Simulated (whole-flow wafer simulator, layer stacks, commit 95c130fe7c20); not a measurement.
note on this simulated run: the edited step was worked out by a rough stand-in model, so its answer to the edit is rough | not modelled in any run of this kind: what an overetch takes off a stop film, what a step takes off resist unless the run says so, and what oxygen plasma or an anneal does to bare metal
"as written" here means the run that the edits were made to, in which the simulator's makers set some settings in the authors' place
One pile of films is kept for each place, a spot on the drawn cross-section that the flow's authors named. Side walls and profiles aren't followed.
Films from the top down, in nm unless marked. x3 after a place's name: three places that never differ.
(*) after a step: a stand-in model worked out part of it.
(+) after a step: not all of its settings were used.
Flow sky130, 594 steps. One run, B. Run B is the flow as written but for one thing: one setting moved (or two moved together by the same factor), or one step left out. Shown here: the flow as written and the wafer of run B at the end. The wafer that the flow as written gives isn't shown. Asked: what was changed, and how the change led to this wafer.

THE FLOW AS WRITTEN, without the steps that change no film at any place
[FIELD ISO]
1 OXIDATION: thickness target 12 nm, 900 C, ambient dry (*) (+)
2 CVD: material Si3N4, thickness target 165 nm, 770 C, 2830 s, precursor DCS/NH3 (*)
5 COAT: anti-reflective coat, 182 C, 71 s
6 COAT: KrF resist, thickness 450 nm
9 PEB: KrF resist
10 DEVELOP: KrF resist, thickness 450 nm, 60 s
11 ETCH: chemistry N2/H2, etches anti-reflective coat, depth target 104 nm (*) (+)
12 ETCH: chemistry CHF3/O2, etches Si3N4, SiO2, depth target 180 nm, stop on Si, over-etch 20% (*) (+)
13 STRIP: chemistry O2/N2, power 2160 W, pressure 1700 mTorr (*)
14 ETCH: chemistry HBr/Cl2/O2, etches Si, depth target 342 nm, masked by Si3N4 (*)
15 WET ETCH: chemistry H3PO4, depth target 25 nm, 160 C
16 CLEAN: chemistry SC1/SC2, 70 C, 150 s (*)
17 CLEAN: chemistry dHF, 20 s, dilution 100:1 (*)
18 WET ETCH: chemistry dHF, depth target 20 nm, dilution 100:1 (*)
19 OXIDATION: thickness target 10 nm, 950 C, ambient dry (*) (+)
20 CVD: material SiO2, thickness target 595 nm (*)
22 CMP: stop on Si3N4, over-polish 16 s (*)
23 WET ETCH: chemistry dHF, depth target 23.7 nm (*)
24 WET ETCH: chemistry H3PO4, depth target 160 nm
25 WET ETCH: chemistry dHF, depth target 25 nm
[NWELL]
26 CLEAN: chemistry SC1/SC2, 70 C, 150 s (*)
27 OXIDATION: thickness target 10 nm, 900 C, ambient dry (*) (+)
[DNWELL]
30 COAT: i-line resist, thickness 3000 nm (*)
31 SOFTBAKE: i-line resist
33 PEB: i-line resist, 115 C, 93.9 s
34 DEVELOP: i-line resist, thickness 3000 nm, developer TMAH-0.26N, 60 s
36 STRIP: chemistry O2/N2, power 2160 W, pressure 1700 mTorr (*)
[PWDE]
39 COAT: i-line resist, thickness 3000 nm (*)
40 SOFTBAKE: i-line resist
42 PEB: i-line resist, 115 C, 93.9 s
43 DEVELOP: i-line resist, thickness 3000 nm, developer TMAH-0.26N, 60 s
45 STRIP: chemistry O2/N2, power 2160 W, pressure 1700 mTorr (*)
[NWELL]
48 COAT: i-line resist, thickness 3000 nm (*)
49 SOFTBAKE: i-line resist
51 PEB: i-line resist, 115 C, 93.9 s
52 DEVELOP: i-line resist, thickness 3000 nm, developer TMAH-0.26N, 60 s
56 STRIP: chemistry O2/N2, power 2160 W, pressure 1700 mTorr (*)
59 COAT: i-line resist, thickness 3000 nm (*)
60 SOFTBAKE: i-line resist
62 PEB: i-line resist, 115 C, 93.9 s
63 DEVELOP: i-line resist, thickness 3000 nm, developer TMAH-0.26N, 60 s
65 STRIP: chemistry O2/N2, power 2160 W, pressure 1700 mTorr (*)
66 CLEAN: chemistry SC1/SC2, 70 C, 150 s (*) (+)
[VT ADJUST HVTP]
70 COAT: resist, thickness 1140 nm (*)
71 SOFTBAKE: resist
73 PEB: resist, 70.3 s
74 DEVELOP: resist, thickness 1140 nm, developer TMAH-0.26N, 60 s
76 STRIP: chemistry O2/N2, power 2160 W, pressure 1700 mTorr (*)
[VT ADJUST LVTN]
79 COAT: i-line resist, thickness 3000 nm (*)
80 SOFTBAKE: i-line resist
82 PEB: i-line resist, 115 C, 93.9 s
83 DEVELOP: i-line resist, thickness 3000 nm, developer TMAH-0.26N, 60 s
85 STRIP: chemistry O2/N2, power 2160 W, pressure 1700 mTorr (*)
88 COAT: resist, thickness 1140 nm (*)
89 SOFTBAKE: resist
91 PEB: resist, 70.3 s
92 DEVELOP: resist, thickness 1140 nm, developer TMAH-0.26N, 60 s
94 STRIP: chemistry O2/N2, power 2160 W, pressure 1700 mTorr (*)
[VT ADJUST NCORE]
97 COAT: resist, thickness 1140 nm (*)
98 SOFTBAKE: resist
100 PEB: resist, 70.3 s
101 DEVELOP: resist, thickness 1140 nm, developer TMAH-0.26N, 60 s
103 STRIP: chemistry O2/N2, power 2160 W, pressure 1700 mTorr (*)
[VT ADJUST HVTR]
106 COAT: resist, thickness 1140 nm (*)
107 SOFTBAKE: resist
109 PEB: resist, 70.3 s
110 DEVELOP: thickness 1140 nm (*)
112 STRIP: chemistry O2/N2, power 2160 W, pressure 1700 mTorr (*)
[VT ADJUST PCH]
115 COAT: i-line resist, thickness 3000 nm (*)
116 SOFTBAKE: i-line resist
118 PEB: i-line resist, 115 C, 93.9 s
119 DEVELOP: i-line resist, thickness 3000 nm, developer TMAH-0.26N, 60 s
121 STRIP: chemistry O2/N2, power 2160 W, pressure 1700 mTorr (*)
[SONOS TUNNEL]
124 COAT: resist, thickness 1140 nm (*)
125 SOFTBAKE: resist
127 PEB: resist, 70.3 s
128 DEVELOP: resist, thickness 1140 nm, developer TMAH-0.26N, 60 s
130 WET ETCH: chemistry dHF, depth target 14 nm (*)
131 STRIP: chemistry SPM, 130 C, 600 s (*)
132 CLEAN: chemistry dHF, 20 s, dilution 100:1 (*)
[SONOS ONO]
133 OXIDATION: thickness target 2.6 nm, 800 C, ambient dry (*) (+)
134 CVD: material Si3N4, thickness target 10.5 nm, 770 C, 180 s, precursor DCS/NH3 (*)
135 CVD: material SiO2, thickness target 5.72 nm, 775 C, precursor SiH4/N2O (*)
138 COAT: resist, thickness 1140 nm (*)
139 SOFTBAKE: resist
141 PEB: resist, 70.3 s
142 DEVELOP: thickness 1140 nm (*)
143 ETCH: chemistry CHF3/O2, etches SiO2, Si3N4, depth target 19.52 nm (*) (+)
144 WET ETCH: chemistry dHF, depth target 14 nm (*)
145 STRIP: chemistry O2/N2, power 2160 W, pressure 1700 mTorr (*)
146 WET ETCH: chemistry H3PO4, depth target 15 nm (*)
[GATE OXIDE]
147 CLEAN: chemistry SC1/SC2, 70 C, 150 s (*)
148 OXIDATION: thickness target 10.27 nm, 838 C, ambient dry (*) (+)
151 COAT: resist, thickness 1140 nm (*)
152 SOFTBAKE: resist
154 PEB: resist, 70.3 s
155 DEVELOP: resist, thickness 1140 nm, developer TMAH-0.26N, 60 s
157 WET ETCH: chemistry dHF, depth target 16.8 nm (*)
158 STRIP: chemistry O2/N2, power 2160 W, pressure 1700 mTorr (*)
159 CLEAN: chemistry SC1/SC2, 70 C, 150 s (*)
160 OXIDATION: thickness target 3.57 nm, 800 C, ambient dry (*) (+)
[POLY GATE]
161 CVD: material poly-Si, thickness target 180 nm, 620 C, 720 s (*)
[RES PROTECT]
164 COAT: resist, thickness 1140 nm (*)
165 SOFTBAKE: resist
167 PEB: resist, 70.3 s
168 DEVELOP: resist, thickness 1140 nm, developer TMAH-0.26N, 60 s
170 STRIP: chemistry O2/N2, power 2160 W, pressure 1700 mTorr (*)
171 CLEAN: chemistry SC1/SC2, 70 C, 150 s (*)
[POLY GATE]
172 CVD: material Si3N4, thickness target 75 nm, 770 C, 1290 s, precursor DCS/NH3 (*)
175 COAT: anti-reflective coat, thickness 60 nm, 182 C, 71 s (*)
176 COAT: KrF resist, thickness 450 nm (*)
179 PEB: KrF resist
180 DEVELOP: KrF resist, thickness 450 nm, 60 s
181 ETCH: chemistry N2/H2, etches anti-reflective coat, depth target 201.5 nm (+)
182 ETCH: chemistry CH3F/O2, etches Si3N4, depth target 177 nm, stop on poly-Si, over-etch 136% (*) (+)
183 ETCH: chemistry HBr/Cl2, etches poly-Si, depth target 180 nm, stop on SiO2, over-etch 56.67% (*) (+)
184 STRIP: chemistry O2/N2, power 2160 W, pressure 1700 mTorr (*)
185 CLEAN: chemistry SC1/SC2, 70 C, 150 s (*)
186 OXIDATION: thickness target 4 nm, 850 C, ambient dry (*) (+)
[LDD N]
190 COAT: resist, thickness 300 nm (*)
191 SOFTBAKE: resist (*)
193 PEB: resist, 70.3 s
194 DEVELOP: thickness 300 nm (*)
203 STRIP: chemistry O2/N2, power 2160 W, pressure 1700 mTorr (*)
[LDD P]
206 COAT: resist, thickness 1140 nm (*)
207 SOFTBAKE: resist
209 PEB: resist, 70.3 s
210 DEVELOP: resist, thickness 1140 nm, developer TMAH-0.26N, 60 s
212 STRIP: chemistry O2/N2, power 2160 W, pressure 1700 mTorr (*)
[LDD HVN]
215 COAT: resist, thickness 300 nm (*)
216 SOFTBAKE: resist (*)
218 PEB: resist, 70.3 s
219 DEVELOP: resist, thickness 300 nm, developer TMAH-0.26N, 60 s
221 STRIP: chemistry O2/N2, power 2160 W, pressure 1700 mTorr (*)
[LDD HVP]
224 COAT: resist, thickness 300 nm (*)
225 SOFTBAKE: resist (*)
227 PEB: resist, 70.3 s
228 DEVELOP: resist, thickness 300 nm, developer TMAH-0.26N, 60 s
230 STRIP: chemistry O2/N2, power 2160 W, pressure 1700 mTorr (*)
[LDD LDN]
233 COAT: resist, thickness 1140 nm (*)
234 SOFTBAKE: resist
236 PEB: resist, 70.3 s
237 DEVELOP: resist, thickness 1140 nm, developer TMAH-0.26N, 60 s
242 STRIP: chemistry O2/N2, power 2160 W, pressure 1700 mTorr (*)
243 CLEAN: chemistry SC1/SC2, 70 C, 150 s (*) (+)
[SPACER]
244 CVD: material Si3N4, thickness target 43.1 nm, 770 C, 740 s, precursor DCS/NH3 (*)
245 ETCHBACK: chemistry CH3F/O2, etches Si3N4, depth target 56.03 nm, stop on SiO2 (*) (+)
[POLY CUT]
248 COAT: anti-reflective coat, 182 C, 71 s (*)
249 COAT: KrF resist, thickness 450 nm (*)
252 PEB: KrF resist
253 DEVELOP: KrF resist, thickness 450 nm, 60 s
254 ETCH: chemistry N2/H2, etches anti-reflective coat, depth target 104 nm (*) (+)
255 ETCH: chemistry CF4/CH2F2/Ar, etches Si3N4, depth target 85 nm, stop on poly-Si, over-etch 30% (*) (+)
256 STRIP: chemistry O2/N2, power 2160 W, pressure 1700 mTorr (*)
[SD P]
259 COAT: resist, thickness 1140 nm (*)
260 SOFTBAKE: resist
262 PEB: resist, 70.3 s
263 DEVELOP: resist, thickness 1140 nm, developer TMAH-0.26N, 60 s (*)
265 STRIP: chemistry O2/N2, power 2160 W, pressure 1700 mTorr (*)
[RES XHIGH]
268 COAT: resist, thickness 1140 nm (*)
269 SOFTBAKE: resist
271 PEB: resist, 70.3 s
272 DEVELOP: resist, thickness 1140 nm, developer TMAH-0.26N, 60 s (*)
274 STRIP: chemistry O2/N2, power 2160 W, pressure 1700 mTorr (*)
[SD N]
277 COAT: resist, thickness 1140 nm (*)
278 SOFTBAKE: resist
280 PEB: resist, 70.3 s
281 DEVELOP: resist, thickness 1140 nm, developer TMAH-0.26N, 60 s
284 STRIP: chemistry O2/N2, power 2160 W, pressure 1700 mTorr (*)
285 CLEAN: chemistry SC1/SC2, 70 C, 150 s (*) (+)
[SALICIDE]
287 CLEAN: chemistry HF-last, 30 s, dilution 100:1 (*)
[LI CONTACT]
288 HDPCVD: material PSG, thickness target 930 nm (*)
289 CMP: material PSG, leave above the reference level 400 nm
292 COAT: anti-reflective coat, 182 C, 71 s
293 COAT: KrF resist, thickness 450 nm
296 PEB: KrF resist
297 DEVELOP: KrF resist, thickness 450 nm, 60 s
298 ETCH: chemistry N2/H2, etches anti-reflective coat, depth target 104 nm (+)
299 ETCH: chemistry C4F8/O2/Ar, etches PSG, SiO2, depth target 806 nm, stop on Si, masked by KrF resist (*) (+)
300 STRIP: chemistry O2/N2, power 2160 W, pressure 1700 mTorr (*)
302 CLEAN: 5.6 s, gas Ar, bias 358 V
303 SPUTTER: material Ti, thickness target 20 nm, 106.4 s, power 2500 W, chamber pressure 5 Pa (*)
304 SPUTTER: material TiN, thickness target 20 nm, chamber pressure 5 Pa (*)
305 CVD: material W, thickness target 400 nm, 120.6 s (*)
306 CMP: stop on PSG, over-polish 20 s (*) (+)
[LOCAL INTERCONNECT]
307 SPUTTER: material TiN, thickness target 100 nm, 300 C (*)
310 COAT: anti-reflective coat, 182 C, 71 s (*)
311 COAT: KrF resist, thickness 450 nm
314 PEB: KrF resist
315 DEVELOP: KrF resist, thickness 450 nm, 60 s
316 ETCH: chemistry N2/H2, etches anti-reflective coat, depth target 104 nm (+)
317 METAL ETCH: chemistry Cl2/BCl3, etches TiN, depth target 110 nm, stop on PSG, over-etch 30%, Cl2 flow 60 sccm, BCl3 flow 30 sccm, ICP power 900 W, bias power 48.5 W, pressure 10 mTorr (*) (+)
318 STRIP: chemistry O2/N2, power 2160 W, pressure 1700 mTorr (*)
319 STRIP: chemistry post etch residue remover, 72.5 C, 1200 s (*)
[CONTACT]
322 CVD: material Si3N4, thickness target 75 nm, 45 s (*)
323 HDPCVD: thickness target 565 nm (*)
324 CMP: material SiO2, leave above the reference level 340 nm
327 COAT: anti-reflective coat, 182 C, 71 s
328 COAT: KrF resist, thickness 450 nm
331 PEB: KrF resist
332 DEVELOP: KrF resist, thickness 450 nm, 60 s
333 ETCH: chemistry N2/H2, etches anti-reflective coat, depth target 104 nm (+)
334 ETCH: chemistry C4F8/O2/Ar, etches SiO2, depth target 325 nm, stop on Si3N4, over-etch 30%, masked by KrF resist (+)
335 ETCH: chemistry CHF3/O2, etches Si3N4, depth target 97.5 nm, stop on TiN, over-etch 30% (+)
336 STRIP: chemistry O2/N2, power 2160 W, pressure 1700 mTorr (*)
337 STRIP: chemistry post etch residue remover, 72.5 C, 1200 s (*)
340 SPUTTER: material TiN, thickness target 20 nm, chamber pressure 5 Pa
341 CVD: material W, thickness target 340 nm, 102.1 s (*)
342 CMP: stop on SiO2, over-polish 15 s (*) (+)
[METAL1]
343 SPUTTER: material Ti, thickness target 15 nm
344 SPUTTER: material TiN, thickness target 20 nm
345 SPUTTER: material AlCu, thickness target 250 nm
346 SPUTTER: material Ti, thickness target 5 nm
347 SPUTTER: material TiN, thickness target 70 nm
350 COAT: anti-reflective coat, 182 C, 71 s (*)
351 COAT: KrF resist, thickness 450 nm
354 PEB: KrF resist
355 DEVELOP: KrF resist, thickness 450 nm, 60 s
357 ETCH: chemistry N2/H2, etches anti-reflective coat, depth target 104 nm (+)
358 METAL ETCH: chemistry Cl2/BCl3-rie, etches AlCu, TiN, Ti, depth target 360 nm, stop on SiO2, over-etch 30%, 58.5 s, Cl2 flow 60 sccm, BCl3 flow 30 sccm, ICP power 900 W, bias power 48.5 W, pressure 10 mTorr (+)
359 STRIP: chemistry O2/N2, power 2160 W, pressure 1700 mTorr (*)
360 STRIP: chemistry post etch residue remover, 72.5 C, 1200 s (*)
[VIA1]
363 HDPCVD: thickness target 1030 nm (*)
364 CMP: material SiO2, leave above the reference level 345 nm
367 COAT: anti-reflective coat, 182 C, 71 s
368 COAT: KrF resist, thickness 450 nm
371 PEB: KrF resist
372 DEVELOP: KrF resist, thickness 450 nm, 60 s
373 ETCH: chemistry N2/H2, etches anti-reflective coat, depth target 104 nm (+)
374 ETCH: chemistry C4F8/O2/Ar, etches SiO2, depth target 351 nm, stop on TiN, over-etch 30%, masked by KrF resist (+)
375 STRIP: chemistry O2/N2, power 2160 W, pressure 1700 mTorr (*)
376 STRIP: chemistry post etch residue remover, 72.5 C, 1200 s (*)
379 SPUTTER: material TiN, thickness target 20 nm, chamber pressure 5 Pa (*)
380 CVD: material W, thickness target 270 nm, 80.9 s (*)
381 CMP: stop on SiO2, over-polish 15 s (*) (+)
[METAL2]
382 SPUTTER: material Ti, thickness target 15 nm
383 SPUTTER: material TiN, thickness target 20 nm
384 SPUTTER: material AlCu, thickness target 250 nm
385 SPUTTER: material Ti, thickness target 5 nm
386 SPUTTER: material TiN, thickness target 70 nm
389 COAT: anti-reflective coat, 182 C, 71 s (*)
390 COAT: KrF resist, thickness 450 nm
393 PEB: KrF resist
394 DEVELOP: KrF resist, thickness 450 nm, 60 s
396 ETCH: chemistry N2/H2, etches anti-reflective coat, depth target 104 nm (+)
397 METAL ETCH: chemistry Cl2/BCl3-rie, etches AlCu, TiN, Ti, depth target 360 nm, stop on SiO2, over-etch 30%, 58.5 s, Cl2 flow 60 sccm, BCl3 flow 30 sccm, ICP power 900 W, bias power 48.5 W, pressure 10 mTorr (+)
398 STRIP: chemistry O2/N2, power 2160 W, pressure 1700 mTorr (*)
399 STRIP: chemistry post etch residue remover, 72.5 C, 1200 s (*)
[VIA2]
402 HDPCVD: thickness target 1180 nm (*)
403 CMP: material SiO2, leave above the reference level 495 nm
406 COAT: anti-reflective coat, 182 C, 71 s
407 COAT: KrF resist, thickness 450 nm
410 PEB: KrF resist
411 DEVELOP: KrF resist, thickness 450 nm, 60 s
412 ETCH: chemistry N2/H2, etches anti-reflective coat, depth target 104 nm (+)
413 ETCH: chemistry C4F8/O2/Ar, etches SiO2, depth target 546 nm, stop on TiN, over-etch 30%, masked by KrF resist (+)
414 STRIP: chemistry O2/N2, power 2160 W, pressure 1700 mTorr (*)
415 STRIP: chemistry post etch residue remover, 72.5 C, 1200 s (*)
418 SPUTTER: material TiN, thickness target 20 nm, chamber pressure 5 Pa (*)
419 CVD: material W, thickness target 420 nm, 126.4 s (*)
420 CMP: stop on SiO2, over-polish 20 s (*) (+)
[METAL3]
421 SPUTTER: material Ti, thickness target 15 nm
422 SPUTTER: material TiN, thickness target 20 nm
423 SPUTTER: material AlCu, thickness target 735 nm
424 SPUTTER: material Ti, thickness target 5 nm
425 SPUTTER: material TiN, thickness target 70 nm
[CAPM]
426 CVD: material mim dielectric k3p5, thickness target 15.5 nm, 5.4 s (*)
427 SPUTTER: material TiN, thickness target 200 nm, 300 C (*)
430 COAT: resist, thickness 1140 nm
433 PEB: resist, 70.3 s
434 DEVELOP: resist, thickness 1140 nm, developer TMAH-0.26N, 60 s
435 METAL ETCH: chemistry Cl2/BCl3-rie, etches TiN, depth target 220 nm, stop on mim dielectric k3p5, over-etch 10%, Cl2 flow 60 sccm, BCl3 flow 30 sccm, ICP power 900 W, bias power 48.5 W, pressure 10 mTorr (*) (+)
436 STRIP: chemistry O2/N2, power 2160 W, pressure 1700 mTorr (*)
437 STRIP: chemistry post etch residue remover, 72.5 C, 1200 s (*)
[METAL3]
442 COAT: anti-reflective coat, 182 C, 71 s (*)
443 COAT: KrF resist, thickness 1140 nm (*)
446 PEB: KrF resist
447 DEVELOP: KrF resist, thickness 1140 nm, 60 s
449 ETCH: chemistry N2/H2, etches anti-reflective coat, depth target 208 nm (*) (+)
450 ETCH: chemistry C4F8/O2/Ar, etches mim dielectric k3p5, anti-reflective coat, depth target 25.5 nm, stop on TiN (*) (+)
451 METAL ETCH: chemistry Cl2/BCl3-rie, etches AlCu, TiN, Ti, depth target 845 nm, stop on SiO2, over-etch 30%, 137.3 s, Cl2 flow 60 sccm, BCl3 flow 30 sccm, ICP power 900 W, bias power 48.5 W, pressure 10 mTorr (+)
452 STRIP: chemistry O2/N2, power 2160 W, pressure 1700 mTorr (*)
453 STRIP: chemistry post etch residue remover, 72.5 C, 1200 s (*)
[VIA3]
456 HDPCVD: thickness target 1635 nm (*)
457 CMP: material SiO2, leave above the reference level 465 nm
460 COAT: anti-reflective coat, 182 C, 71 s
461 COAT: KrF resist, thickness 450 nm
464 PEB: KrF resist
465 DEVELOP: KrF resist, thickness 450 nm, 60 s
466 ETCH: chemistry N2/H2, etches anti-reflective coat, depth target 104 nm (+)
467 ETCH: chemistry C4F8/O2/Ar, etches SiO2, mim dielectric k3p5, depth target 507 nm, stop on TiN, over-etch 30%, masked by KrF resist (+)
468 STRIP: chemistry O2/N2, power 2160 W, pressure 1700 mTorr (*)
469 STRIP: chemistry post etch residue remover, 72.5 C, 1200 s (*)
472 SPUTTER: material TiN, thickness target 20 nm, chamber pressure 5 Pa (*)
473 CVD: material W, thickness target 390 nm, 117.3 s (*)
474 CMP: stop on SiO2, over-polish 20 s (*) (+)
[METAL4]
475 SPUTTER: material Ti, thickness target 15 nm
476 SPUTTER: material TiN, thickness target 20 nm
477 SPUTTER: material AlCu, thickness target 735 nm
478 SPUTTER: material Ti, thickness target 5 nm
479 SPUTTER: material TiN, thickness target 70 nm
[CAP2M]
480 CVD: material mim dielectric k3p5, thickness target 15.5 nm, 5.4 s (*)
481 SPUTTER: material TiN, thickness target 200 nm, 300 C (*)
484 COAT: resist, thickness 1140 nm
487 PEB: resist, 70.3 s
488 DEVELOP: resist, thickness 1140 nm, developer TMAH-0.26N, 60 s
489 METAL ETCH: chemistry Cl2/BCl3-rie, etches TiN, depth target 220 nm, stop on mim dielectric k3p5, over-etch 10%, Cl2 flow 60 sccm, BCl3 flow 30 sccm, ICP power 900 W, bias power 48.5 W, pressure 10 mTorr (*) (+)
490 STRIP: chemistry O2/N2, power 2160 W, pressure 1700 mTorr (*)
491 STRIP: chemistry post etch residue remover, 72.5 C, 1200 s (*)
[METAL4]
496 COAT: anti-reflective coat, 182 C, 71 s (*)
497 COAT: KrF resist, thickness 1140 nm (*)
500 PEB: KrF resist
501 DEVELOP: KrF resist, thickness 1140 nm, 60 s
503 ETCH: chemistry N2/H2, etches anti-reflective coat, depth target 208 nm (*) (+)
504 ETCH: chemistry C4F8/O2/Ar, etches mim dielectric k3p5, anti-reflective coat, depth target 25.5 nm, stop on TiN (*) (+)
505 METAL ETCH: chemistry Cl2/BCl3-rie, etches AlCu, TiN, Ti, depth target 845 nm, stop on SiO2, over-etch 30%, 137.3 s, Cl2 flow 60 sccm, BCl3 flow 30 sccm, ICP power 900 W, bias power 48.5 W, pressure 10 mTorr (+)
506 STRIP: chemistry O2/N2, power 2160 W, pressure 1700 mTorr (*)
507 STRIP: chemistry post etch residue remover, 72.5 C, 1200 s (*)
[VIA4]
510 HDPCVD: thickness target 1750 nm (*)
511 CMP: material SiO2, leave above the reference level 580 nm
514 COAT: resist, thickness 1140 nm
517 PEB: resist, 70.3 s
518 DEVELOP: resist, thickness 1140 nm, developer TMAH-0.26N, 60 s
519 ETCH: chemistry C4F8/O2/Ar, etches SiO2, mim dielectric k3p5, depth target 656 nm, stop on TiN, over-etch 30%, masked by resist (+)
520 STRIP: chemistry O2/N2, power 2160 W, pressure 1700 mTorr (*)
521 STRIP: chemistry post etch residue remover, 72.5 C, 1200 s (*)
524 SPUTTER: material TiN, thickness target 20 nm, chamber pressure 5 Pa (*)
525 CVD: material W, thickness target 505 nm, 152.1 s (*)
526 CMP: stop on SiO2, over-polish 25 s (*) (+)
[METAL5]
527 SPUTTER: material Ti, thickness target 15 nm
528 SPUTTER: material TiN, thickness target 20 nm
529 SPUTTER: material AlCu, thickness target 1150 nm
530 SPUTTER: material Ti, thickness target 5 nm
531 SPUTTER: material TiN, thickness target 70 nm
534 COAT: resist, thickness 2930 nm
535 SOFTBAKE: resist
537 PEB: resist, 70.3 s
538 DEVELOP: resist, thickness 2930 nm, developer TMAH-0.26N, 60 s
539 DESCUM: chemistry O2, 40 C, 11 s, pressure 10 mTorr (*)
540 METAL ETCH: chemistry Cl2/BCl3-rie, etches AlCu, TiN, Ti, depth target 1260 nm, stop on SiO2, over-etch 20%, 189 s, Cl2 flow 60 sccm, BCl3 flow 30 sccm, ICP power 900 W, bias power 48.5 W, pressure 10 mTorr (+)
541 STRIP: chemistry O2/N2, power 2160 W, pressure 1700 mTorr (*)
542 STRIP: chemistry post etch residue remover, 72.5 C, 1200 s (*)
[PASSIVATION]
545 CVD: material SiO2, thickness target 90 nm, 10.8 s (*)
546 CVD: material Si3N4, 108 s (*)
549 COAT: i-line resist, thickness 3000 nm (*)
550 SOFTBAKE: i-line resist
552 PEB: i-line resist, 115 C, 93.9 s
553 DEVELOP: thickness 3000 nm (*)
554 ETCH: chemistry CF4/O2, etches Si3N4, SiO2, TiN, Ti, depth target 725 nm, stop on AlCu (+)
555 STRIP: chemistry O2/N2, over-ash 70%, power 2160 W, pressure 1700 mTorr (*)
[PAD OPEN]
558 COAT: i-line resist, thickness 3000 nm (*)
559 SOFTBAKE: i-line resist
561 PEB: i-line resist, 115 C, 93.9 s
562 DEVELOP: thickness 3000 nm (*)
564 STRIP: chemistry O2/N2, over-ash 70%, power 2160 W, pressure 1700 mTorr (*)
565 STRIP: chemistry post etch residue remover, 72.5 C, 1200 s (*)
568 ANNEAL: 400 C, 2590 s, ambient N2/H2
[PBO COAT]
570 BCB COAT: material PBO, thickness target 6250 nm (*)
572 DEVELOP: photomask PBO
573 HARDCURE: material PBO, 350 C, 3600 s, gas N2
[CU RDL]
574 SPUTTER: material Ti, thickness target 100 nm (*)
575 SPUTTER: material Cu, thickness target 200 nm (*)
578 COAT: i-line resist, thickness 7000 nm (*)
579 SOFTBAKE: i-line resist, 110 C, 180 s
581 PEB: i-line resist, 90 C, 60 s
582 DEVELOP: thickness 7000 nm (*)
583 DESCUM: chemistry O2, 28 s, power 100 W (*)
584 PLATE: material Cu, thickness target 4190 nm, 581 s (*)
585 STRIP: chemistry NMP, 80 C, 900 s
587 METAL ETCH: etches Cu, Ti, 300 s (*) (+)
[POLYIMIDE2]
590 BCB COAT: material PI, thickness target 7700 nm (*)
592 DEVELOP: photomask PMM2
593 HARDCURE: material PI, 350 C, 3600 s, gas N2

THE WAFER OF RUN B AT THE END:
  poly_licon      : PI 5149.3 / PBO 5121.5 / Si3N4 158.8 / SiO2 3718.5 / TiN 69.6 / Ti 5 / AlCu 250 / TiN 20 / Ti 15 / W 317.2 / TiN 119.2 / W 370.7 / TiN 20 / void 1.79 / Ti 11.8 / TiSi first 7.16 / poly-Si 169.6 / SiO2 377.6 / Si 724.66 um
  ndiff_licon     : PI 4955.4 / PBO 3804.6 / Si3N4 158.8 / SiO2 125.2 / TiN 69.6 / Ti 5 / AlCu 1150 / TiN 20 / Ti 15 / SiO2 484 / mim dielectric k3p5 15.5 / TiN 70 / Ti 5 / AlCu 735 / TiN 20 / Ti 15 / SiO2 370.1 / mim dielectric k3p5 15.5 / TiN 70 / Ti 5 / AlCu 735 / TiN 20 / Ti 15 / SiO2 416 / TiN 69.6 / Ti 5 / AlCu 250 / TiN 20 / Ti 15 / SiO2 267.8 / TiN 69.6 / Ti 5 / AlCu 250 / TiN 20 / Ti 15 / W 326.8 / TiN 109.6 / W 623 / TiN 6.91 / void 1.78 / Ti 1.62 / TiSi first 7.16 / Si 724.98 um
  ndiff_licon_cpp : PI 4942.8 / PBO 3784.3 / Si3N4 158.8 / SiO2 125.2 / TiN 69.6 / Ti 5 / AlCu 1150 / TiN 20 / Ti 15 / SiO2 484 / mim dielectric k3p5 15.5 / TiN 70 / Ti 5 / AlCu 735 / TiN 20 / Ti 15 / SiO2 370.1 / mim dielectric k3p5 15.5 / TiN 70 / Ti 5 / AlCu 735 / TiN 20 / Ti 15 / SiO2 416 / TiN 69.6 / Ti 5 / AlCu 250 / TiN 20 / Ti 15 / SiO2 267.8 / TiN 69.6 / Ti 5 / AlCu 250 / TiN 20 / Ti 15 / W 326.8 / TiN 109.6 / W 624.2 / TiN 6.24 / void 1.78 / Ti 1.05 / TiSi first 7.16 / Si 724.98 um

The cause: step 303, SPUTTER: 85.1 s was run, where the flow has 106.4 s.

How the change led to this, step by step:
  303 SPUTTER: material Ti, thickness target 20 nm, 106.4 s, power 2500 W, chamber pressure 5 Pa (*)
      field, active, n_well and 185 more: Ti +16 (new film) (as written it would be: Ti +20 (new film))
      ndiff_licon: Ti +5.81 (new film) (as written it would be: Ti +7.24 (new film))
      (and at 2 more places)
  306 CMP: stop on PSG, over-polish 20 s (*) (+)
      field, active, n_well and 184 more: W -400 (all of it), TiN -20 (all of it), Ti -16 (all of it), PSG -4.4 (as written it would be: W -400 (all of it), TiN -20 (all of it), Ti -20 (all of it), PSG -4.4)
      poly_licon: W -29.3 (as written it would be: W -33.3)
